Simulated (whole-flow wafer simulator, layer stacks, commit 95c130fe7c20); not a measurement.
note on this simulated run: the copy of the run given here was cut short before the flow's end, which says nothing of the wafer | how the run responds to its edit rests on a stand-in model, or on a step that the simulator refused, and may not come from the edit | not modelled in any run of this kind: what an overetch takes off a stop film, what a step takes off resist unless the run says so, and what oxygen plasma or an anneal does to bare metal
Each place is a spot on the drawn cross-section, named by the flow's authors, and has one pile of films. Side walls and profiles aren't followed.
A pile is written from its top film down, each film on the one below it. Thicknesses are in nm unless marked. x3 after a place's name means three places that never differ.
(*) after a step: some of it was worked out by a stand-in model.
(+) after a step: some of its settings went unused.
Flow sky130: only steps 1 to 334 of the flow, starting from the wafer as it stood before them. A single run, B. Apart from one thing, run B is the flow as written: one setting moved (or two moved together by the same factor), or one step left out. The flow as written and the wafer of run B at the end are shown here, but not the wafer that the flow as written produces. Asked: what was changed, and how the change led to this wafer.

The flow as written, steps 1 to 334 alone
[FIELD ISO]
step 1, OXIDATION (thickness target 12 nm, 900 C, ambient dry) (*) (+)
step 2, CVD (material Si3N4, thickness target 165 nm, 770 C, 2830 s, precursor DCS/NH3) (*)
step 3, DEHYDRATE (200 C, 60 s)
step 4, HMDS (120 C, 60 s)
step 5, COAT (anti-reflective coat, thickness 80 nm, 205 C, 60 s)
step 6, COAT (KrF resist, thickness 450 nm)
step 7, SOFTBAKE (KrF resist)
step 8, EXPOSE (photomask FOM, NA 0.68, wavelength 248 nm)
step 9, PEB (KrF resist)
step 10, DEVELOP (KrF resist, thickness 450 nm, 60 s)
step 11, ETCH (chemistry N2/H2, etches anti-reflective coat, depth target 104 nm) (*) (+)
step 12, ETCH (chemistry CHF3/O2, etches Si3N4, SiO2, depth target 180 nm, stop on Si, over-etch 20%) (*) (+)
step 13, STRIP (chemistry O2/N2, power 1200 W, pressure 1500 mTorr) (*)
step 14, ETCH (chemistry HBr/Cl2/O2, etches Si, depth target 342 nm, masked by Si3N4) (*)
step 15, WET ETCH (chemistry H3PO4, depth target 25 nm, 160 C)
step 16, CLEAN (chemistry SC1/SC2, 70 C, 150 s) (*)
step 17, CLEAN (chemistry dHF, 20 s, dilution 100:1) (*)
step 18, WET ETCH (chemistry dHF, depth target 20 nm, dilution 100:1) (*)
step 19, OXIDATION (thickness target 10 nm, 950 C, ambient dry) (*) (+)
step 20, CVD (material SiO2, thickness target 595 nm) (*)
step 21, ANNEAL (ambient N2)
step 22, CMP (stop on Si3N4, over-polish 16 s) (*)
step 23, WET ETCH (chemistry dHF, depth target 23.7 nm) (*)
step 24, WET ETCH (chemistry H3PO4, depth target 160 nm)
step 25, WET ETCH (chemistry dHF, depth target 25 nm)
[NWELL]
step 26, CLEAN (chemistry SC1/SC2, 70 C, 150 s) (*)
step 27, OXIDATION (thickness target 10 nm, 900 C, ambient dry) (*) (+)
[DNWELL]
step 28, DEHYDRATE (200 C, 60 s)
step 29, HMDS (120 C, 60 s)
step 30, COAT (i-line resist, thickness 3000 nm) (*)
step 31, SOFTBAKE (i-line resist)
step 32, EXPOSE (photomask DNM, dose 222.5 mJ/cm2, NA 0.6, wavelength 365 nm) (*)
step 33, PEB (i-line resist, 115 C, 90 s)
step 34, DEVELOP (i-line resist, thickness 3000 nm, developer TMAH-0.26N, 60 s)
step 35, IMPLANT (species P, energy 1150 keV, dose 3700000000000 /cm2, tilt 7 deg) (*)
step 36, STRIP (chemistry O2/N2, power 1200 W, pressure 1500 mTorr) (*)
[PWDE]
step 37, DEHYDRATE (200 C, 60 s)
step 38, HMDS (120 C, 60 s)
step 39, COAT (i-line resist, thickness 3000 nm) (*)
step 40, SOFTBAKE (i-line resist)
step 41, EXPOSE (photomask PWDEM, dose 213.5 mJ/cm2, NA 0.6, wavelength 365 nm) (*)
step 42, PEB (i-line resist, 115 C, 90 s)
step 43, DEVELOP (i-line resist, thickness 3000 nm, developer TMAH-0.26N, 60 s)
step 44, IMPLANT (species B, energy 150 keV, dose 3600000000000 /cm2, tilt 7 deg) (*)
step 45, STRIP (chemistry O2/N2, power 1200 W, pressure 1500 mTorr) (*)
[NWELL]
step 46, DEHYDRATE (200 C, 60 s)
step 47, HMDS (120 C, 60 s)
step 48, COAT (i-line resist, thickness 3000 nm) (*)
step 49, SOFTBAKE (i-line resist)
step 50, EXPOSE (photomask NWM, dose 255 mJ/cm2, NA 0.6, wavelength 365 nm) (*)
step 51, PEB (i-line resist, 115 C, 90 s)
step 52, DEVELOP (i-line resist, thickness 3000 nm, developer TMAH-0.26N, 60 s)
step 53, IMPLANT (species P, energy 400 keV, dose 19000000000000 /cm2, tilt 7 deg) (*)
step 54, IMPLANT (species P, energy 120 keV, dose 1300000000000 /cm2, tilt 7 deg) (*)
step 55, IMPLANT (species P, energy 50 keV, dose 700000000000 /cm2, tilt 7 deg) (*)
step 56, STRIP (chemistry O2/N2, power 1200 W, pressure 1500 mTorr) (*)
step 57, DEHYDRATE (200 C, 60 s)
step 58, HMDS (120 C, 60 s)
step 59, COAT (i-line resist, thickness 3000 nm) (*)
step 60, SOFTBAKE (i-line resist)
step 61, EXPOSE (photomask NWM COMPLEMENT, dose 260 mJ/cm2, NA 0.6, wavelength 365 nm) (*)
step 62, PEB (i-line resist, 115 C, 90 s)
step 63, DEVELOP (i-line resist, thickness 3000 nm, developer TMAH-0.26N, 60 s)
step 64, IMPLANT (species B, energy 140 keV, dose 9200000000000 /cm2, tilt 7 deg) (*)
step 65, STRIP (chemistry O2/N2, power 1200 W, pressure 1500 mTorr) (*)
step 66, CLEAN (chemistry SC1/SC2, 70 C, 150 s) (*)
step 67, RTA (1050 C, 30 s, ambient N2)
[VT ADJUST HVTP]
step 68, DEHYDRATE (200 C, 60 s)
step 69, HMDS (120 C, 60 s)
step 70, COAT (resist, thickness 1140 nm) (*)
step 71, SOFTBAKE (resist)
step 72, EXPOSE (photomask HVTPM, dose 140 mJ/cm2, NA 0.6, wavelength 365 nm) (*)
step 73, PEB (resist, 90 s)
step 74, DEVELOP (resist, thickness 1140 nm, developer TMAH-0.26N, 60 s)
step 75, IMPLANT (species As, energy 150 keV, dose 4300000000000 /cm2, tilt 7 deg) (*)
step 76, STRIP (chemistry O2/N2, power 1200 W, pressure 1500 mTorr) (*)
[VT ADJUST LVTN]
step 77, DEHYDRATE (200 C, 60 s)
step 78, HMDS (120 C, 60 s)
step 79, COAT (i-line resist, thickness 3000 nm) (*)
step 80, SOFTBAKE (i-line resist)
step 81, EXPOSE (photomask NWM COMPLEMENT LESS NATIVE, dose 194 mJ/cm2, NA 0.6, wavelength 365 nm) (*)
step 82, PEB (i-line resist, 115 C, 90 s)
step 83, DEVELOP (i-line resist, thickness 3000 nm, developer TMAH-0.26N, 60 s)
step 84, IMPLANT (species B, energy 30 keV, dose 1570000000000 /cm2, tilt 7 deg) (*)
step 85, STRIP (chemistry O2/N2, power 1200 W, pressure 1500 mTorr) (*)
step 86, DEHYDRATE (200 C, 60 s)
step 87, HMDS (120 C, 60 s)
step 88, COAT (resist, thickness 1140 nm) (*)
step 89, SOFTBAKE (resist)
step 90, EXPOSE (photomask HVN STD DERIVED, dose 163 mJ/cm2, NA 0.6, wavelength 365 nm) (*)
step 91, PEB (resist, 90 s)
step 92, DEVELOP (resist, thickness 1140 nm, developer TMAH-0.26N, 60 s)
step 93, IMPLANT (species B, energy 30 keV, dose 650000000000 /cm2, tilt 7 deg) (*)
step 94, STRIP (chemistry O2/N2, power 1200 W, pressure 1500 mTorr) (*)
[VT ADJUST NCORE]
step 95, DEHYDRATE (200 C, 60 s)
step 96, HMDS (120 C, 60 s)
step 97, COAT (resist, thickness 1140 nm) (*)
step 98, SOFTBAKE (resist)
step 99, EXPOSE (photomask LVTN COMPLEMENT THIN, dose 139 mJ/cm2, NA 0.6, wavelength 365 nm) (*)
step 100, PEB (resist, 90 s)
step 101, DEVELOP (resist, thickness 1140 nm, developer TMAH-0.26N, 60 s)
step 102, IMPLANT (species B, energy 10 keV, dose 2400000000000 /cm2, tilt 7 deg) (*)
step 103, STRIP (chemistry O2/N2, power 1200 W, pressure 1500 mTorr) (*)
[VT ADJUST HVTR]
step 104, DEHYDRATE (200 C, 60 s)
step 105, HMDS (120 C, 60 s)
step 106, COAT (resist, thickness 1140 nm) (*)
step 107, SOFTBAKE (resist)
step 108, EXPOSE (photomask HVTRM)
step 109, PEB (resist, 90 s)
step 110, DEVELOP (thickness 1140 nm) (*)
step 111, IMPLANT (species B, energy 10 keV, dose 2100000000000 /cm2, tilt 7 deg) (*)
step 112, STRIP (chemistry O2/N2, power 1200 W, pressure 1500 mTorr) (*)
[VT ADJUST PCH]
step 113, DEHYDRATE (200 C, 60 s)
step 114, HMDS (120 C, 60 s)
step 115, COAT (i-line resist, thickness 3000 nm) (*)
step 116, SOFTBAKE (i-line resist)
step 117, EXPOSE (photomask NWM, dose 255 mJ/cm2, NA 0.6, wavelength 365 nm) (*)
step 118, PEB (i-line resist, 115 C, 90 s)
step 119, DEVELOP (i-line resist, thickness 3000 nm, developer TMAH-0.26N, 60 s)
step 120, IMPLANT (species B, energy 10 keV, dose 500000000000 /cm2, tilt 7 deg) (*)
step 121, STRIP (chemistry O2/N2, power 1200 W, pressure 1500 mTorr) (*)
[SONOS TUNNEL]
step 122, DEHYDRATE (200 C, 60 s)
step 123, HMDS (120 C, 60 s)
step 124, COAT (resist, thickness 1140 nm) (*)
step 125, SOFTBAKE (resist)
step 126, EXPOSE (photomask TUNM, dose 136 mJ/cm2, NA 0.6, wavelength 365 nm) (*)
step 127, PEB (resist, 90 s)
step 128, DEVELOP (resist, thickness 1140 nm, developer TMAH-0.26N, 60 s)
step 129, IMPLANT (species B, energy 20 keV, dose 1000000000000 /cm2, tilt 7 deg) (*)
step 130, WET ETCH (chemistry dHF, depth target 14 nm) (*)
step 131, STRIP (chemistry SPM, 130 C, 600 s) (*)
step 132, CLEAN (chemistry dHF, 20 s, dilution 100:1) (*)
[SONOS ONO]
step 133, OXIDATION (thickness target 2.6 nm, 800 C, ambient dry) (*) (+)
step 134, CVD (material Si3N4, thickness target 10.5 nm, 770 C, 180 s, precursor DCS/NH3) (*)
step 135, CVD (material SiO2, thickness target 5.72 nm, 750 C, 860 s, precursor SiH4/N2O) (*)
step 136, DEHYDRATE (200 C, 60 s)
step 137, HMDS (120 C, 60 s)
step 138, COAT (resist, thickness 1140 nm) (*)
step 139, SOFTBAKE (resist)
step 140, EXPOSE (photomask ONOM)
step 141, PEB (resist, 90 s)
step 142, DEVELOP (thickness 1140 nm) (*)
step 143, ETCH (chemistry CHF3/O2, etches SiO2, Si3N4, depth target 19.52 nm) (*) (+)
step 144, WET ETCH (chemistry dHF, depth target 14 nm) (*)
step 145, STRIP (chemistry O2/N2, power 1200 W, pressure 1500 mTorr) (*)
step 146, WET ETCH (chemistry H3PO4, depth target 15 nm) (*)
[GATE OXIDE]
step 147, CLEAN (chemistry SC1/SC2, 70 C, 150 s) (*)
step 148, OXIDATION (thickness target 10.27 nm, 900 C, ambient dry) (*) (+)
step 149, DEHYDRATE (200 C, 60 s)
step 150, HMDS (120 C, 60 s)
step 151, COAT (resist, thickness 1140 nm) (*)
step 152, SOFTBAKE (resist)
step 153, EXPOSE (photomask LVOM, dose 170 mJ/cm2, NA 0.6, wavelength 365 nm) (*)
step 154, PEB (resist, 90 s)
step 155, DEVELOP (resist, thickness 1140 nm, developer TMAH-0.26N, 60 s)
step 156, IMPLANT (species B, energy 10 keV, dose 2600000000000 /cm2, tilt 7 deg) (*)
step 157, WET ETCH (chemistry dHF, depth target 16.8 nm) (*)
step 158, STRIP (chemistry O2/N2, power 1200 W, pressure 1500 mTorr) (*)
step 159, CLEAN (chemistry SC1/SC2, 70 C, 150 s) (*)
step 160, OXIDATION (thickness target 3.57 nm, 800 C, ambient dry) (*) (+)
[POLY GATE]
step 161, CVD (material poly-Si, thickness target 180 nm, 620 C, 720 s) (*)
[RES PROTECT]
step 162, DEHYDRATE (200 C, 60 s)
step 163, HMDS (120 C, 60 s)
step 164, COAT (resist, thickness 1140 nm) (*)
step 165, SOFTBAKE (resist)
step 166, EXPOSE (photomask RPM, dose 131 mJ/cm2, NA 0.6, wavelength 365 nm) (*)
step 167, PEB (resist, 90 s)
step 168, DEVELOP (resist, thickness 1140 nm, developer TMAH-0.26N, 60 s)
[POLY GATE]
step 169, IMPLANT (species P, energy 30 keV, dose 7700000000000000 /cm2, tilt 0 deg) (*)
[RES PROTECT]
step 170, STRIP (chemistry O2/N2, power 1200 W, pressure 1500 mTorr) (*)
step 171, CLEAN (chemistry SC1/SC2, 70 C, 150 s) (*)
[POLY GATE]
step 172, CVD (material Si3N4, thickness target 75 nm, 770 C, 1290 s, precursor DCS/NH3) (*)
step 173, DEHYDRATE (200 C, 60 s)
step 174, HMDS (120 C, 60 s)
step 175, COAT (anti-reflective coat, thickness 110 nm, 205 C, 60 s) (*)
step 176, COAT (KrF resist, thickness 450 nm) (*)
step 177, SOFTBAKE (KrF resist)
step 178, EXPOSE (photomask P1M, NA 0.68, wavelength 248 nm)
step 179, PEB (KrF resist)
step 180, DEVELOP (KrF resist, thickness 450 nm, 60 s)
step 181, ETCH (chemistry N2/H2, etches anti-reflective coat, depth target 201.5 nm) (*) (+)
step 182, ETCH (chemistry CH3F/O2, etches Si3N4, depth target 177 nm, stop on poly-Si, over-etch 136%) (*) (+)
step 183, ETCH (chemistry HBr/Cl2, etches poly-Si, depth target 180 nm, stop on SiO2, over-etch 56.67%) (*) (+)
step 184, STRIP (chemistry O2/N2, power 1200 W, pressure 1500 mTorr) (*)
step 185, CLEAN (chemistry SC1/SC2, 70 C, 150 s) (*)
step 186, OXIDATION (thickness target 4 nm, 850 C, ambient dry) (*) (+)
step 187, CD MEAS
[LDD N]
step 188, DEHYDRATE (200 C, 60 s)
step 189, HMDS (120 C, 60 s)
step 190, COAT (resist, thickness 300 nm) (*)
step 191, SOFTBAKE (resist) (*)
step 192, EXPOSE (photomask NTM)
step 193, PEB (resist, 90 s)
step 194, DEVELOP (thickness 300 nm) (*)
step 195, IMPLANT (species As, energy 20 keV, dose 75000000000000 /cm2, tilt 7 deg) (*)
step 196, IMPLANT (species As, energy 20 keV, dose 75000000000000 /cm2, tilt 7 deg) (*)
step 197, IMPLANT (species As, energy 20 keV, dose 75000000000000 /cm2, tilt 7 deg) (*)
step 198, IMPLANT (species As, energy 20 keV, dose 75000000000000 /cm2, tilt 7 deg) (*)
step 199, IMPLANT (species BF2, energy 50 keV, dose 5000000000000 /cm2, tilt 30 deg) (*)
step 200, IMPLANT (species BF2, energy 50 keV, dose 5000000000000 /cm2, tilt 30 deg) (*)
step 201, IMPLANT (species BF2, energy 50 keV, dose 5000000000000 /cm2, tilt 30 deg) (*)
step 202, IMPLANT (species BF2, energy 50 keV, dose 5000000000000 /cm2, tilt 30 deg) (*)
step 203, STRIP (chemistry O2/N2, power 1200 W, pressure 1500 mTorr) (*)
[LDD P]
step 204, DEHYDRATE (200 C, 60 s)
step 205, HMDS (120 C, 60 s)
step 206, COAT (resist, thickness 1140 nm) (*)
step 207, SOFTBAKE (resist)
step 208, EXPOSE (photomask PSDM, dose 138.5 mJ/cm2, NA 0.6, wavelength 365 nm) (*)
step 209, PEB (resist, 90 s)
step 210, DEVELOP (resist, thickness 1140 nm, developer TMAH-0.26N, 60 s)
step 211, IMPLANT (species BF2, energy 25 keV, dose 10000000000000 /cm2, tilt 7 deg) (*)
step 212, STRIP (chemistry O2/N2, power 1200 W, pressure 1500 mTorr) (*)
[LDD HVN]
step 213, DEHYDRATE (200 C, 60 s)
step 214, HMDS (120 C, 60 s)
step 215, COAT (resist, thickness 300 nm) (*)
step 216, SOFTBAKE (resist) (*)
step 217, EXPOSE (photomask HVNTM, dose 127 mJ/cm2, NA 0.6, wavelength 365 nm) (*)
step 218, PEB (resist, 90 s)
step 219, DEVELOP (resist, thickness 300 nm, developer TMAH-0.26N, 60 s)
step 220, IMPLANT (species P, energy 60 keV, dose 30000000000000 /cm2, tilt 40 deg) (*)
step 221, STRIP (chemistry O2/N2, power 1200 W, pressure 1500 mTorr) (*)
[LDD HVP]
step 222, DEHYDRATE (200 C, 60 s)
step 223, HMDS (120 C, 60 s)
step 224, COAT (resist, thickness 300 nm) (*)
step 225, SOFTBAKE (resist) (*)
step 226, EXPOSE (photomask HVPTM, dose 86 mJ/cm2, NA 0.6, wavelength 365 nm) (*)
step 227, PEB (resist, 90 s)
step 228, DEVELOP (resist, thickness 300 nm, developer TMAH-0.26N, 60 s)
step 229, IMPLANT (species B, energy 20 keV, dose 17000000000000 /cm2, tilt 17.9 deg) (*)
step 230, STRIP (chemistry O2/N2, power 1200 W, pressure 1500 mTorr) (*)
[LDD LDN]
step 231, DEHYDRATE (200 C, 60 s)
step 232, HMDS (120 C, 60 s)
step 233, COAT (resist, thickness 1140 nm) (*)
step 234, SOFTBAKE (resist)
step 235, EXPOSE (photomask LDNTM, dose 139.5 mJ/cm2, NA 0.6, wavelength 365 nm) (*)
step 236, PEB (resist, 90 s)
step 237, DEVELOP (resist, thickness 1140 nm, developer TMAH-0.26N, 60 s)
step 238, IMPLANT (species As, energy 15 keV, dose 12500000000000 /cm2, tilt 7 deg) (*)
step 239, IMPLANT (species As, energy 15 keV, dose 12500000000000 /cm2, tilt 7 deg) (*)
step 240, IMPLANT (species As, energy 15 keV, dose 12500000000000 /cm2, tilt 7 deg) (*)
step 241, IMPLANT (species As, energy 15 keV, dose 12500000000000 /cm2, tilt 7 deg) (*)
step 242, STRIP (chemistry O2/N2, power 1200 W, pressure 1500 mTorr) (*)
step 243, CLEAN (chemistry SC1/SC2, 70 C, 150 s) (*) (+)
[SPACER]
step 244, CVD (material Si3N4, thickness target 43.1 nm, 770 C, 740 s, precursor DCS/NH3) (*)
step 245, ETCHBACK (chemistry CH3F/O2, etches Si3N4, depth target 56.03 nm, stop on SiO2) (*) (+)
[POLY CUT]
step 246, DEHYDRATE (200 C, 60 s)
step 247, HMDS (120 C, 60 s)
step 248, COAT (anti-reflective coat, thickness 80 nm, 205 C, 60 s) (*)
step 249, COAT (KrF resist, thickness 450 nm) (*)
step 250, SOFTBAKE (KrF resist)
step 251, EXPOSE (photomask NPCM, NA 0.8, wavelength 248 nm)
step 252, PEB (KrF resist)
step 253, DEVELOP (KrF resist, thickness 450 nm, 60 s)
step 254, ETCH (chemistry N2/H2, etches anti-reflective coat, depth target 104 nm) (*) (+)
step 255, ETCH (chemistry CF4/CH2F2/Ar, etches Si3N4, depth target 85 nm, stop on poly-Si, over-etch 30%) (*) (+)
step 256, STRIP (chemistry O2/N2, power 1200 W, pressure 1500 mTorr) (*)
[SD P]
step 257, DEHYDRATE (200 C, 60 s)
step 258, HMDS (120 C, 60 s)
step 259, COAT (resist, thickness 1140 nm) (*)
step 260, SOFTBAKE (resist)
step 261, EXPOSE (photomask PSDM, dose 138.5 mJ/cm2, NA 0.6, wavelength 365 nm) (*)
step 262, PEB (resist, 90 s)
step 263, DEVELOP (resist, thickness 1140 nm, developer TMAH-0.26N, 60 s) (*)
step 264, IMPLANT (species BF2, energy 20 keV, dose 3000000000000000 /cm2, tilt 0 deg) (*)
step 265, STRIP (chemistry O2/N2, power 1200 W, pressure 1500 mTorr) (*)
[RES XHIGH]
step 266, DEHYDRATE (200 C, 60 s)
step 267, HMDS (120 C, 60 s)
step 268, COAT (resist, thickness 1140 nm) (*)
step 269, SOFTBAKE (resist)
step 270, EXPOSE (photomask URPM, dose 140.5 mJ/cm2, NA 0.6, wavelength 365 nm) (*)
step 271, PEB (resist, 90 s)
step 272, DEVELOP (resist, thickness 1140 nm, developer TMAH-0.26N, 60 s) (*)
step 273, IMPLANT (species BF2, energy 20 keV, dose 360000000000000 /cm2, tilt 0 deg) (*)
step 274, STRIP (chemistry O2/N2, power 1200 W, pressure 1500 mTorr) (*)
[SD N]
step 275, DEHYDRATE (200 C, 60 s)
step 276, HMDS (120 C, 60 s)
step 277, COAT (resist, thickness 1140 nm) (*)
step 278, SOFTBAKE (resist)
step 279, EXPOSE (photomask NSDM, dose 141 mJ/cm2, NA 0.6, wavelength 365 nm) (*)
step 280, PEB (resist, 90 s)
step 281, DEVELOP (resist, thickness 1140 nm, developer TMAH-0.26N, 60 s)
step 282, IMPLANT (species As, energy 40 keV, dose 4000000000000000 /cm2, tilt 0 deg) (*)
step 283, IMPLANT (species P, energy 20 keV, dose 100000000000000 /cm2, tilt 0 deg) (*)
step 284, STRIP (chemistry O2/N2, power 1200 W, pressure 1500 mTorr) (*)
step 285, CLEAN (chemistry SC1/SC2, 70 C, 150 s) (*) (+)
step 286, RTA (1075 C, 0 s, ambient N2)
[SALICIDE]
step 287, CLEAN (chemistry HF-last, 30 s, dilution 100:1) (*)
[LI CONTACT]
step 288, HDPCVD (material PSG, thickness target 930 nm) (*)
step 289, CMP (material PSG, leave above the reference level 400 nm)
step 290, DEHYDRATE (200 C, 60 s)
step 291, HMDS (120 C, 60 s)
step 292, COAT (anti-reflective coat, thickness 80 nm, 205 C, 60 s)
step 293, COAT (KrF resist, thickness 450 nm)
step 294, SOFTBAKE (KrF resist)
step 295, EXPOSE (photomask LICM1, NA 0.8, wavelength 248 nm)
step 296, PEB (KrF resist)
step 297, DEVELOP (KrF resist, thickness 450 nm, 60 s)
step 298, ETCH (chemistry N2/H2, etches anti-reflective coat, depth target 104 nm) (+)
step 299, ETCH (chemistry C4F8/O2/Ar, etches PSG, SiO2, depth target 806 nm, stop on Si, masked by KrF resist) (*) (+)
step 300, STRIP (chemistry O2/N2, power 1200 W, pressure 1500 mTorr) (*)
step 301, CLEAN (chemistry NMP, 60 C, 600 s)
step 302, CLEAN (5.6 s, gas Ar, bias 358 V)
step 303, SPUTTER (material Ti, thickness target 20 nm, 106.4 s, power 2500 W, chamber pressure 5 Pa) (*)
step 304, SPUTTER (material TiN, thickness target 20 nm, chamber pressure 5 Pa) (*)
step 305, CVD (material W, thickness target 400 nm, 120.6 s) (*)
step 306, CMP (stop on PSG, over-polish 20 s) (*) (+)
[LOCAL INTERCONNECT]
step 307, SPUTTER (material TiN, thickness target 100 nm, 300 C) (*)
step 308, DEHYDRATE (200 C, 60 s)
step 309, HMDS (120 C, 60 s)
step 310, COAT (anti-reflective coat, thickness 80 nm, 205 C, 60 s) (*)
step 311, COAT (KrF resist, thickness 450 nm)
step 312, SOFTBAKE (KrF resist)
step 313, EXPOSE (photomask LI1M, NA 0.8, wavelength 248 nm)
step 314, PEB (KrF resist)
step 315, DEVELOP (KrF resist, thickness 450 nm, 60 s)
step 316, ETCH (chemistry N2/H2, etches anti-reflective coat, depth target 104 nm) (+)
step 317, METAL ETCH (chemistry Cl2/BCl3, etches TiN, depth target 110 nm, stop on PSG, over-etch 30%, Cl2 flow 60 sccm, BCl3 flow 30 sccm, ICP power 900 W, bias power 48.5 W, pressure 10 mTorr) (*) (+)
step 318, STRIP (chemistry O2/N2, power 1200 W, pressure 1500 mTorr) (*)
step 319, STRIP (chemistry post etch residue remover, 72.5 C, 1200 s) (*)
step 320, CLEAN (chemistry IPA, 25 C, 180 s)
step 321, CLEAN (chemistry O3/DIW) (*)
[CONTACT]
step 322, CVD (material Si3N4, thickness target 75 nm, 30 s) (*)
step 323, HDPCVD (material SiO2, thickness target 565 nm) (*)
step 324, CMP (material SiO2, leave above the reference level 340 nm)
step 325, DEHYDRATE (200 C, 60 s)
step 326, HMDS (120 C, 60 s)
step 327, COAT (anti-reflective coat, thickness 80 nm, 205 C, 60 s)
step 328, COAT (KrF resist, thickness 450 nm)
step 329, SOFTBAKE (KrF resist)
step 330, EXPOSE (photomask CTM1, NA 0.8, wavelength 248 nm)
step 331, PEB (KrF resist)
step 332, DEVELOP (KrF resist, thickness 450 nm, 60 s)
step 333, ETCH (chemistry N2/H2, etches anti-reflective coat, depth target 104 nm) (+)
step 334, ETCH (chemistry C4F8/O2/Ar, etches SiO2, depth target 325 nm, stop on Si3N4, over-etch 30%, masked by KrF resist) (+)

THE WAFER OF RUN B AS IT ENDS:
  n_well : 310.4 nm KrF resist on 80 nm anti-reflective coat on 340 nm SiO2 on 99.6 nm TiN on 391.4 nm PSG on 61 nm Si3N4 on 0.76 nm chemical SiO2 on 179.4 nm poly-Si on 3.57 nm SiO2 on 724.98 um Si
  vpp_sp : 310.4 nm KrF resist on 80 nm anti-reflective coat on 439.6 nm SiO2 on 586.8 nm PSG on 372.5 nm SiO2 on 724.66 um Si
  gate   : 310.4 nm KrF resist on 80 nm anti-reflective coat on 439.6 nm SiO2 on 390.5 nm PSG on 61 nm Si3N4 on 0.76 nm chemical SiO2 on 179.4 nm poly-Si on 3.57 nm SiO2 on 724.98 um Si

What caused this: step 322, CVD: material Si3N4, thickness target 75 nm, 30 s (*), was omitted.

Step by step, how the change led to this:
  step 324, CMP (material SiO2, leave above the reference level 340 nm)
      n_well, p_well, gate_hv and 93 more: SiO2 loses 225 (it would be, as written: SiO2 loses 300)
      field, active, gate and 88 more: SiO2 loses 125.4 (it would be, as written: SiO2 loses 200.4)
      (as well as at 4 more places)
  step 334, ETCH (chemistry C4F8/O2/Ar, etches SiO2, depth target 325 nm, stop on Si3N4, over-etch 30%, masked by KrF resist) (+)
      poly_licon, ndiff_licon, ndiff_licon_cpp, rpo_hd_licon: SiO2 loses 325 (it would be, as written: SiO2 loses 264.9 (all of it))
